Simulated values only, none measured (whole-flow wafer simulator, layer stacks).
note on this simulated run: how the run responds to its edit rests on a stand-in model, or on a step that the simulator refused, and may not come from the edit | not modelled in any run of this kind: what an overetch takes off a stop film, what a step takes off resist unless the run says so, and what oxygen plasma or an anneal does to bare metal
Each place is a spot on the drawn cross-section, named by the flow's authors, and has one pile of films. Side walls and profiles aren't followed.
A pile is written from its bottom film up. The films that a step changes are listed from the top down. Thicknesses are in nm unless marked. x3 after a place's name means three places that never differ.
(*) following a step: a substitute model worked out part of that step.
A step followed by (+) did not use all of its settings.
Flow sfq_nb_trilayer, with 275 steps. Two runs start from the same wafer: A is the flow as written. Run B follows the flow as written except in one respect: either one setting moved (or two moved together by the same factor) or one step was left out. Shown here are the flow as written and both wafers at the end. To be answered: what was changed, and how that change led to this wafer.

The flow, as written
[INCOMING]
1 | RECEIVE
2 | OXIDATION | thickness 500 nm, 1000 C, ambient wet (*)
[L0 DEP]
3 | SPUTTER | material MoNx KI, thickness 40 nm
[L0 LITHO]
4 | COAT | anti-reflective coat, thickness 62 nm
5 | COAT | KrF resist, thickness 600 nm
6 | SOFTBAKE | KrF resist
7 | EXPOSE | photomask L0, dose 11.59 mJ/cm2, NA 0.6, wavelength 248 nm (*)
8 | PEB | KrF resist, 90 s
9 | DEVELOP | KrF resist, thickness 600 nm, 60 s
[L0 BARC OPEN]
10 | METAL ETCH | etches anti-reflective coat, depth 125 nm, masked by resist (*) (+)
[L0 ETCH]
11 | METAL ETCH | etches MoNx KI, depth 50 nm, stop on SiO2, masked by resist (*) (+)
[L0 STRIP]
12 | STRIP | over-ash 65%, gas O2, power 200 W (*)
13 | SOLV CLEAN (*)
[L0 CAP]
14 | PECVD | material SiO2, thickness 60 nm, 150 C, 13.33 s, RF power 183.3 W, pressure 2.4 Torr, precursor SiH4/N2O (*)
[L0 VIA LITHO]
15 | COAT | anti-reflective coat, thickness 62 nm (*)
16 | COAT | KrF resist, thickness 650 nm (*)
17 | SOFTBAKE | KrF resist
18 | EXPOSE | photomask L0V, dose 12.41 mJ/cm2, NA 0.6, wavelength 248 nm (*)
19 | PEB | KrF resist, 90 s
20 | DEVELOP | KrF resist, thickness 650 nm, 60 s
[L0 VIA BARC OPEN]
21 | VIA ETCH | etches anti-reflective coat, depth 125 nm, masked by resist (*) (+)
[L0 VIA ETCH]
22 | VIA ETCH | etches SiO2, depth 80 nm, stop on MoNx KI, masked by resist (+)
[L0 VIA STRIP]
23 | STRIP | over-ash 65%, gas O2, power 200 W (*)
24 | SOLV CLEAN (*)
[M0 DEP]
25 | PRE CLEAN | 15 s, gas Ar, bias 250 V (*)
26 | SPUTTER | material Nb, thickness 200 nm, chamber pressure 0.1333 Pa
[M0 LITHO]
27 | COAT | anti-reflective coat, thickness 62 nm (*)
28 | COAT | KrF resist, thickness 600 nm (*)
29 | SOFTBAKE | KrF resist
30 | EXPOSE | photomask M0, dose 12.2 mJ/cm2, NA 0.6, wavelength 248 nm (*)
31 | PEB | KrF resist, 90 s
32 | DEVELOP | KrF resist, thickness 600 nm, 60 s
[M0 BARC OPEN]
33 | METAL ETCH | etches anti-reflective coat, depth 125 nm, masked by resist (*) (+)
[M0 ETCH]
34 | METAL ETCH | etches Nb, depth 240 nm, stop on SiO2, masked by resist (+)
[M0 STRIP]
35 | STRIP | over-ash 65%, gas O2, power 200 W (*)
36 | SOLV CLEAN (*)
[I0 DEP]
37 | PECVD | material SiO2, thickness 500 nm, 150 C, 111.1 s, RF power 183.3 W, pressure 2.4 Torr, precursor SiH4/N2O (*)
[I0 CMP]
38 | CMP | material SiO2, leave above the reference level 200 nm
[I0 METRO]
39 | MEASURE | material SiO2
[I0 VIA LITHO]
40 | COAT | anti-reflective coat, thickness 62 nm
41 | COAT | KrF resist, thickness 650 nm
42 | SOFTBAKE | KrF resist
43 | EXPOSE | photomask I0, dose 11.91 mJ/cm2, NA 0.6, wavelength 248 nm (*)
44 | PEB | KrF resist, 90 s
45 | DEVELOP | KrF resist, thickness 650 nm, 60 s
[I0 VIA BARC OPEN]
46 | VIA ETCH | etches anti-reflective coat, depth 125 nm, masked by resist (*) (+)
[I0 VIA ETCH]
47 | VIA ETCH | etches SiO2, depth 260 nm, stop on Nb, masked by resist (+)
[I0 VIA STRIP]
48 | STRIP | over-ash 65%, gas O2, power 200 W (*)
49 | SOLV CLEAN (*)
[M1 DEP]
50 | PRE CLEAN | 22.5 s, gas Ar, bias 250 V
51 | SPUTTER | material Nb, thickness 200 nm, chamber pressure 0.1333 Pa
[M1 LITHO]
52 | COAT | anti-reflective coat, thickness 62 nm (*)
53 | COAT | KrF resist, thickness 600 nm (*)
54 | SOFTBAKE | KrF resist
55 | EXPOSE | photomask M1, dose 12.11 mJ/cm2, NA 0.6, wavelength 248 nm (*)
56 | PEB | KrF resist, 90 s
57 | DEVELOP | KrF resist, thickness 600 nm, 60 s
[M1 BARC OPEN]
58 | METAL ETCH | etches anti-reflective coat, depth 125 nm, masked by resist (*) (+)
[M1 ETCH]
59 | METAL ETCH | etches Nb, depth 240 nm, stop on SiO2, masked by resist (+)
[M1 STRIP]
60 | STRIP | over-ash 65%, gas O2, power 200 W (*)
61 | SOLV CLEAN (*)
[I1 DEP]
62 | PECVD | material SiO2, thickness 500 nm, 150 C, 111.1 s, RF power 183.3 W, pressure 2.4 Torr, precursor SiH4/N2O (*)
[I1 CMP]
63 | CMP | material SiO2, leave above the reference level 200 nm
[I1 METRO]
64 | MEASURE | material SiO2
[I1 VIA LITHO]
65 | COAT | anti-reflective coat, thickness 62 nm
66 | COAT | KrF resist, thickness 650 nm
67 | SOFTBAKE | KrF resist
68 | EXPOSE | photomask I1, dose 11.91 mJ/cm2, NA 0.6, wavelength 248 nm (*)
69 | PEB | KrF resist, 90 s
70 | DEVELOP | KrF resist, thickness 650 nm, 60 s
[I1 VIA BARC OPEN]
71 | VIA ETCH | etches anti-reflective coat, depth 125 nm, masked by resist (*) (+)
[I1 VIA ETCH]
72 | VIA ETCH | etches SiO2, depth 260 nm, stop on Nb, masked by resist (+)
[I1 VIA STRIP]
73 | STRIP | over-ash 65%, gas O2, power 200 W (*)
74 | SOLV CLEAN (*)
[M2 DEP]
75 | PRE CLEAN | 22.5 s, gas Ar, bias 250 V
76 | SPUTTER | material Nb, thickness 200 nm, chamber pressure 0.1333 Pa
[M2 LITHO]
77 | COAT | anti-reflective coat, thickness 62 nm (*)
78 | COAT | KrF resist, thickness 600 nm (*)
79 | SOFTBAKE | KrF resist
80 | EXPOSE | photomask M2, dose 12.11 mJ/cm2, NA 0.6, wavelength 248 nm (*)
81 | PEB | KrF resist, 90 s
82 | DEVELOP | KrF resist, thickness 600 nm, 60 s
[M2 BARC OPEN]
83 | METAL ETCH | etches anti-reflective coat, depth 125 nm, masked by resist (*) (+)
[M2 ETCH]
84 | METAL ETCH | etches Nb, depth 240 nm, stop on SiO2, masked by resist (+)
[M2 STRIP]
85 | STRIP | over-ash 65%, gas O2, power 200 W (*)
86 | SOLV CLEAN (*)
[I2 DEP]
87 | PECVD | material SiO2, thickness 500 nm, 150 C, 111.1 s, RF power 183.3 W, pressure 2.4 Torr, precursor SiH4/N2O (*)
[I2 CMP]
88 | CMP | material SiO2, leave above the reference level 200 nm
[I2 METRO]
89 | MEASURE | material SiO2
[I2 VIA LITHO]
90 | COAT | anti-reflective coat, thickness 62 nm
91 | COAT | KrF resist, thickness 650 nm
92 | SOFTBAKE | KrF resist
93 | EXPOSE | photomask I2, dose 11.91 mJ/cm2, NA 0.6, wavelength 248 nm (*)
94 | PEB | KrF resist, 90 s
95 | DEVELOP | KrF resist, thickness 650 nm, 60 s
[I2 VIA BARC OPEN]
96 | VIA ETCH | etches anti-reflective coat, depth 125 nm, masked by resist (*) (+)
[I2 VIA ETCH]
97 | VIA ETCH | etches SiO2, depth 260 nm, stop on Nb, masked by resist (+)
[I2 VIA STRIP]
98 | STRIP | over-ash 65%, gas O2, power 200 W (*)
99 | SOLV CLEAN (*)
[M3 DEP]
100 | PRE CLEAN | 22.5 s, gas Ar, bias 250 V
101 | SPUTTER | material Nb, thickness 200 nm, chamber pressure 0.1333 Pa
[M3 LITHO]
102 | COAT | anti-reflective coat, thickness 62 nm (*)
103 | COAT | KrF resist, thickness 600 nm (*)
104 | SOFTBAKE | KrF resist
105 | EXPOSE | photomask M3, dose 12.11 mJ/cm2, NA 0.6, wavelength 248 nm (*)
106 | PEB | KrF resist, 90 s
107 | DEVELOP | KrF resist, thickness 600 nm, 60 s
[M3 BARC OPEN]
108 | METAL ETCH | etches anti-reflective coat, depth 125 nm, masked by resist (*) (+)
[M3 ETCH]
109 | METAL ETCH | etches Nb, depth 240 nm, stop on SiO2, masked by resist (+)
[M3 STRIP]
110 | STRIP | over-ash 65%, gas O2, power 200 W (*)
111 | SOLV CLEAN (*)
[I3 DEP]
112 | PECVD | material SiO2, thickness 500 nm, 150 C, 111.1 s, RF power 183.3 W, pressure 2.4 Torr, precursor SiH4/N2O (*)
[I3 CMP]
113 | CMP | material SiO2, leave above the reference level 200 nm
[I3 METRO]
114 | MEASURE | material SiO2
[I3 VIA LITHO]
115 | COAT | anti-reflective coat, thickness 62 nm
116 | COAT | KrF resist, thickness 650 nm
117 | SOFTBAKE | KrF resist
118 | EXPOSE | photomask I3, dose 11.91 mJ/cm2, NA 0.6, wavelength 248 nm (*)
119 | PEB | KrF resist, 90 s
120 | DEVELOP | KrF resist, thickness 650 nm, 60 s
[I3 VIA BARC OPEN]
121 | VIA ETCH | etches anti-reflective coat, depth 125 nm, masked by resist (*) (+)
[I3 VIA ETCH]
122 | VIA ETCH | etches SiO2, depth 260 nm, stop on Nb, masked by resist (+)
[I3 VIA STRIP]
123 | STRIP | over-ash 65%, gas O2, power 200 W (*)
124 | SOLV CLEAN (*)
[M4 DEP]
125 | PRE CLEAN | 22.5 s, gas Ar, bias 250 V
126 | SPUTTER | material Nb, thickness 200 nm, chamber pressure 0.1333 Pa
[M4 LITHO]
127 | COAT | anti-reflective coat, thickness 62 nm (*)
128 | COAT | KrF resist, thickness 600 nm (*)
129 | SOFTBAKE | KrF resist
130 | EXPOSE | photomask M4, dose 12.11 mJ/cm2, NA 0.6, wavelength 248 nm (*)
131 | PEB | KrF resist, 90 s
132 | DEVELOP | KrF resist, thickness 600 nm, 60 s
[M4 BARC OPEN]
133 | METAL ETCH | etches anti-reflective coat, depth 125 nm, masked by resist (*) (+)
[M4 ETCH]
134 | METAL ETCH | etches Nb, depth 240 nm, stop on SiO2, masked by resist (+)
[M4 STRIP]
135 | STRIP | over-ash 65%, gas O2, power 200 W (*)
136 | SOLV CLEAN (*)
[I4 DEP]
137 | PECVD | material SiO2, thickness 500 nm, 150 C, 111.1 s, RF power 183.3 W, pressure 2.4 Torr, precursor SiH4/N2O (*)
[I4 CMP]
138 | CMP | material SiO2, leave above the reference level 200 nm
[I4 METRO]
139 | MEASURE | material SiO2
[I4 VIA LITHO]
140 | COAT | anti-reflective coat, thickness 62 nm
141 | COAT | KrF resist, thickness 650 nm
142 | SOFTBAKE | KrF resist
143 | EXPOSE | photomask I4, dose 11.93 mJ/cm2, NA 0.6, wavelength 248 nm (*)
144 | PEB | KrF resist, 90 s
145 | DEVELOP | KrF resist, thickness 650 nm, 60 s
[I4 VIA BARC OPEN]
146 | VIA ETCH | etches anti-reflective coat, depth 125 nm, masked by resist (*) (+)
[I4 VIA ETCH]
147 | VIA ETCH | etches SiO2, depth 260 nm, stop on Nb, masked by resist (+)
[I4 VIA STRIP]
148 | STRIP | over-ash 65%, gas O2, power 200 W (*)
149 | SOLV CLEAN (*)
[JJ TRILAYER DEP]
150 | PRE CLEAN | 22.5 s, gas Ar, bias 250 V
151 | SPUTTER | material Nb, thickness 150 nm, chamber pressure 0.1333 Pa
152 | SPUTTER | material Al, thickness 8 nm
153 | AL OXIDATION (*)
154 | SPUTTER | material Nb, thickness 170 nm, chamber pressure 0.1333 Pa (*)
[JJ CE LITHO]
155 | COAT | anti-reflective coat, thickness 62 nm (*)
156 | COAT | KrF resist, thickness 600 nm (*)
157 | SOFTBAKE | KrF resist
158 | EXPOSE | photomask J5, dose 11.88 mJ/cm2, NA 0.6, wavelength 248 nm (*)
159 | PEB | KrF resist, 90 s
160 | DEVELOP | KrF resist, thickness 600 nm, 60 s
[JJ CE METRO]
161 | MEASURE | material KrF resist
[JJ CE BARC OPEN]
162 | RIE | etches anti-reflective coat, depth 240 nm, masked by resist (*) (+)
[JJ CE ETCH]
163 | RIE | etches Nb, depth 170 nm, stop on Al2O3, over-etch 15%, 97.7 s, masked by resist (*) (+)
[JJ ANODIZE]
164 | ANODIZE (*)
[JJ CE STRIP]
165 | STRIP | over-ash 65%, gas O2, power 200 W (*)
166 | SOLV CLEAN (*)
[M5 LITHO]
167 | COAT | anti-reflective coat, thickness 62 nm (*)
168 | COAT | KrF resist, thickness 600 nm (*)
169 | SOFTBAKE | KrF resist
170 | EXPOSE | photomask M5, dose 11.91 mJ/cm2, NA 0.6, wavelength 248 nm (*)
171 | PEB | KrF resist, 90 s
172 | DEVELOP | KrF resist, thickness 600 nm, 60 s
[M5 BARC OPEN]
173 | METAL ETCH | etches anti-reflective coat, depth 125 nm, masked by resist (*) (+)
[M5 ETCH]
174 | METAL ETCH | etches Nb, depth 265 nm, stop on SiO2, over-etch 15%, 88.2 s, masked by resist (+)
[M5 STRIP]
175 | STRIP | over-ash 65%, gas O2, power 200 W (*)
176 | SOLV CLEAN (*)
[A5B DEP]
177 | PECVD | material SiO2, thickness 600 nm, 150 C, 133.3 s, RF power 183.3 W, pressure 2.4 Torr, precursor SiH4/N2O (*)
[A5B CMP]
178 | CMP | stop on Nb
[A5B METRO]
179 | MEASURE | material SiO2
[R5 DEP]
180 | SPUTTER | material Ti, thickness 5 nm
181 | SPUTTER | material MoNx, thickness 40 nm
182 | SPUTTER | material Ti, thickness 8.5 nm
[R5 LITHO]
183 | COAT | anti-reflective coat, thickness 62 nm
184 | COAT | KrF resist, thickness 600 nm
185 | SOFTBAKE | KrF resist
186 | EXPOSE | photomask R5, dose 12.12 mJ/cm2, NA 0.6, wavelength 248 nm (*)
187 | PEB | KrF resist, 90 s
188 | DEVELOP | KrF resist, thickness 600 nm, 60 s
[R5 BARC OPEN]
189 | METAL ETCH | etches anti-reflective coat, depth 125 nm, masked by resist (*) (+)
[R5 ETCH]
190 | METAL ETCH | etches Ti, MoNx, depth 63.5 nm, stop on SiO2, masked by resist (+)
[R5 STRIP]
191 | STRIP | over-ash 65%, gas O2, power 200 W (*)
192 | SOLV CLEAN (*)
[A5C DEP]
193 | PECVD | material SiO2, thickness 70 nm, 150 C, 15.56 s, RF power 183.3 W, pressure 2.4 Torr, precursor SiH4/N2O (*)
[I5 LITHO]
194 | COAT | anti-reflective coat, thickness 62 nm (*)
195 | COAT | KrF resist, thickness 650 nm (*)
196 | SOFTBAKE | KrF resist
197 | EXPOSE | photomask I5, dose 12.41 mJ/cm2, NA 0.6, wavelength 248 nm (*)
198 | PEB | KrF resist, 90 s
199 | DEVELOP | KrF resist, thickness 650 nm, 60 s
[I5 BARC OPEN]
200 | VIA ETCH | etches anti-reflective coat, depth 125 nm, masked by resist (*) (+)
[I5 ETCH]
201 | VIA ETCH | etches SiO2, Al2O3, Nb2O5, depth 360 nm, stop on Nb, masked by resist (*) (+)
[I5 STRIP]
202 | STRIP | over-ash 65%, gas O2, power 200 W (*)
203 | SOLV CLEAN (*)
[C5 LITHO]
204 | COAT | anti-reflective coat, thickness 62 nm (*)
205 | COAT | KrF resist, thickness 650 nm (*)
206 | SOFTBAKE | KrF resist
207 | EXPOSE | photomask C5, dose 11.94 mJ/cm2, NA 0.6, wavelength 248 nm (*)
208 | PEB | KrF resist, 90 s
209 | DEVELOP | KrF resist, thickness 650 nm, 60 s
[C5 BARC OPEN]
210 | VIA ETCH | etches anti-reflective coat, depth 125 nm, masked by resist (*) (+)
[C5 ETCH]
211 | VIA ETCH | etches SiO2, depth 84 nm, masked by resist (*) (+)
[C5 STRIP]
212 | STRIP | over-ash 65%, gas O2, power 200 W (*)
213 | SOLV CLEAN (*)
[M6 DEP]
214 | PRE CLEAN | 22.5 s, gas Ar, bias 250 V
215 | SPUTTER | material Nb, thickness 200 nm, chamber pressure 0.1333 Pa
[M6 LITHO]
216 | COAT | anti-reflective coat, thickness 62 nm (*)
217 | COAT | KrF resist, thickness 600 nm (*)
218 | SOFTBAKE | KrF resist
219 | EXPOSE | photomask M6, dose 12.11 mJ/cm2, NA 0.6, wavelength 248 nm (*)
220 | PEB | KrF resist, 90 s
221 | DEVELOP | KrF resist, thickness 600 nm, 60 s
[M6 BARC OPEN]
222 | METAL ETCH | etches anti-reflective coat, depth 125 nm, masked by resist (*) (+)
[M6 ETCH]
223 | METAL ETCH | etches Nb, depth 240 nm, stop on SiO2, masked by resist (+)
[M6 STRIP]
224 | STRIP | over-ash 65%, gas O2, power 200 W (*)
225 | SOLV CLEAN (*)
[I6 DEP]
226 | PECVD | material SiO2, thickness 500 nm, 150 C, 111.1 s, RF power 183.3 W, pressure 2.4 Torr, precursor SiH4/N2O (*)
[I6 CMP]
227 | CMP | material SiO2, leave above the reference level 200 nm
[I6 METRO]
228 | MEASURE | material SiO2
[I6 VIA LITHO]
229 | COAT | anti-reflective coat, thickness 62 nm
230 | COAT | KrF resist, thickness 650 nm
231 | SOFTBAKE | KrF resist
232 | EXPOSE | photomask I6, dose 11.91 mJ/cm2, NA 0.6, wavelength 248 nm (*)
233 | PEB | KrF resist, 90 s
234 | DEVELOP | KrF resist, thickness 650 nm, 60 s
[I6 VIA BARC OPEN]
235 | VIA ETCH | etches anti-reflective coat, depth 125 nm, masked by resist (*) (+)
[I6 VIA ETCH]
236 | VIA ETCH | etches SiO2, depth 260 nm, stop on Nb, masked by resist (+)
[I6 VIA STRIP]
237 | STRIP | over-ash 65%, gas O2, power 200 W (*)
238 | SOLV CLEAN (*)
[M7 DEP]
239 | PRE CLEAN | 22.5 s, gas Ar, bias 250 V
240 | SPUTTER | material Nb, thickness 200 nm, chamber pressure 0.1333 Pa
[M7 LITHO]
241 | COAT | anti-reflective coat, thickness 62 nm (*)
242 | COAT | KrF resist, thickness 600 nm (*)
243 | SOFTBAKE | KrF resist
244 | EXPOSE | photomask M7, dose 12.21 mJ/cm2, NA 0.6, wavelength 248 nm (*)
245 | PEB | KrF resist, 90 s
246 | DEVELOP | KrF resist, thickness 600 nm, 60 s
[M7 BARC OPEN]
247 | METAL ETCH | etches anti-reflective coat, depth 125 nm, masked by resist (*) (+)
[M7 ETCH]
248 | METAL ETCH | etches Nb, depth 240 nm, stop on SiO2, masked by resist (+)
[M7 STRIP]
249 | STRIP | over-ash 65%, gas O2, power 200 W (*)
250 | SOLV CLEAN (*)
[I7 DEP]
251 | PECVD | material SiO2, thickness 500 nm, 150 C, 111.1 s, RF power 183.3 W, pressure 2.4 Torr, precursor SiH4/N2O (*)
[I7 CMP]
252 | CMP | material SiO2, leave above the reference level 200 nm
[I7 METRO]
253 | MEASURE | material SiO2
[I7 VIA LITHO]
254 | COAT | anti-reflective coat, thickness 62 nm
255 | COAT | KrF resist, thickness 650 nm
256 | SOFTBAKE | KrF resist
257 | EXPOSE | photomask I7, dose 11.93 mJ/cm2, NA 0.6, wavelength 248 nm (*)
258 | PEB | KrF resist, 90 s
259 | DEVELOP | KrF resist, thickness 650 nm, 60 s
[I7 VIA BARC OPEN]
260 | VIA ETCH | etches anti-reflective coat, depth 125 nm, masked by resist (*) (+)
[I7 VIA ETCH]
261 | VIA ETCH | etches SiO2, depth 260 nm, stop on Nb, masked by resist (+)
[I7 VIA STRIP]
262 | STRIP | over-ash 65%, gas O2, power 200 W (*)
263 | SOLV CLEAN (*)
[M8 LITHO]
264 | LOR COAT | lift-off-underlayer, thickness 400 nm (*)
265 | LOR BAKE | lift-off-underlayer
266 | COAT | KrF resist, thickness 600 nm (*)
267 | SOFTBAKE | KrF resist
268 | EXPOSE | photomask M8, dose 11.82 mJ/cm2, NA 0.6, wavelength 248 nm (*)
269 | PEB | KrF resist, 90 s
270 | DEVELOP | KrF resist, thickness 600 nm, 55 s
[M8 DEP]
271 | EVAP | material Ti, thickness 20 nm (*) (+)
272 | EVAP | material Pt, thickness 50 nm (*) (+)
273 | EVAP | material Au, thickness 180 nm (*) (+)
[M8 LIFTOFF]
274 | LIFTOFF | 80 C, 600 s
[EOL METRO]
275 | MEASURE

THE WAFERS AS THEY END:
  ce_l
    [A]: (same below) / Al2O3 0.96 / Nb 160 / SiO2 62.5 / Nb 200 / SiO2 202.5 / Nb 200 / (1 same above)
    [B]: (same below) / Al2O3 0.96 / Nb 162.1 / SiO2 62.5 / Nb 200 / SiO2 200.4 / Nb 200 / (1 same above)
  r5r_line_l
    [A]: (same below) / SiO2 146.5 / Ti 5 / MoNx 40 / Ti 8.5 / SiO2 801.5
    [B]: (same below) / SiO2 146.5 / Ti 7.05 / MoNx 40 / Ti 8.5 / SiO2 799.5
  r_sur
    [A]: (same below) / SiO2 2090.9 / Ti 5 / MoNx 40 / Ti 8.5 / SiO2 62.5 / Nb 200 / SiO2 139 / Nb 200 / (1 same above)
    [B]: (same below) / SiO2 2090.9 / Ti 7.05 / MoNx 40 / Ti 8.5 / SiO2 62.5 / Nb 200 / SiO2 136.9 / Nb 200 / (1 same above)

Cause: step 180, SPUTTER: thickness 7.05 nm was run, while the flow as written has thickness 5 nm.
The wafer itself shows it: r5r_line_l has Ti 7.05, and step 180 as written asks for 5 nm.

The path from the change to this, step by step:
  180 | SPUTTER | material Ti, thickness 5 nm
      field_l, v_sur, via_wl and 103 more: A +5 Ti (new film) | B +7.05 Ti (new film)
  190 | METAL ETCH | etches Ti, MoNx, depth 63.5 nm, stop on SiO2, masked by resist (+)
      field_l, v_sur, via_wl and 92 more: A -8.5 Ti (all of it), -40 MoNx (all of it), -5 Ti (all of it) | B -8.5 Ti (all of it), -40 MoNx (all of it), -7.05 Ti (all of it)
      ce_l, c5j, ce_r, wl_jj: A -8.5 Ti (all of it), -40 MoNx (all of it), -5 Ti (all of it), -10 Nb | B -8.5 Ti (all of it), -40 MoNx (all of it), -7.05 Ti (all of it), -7.95 Nb
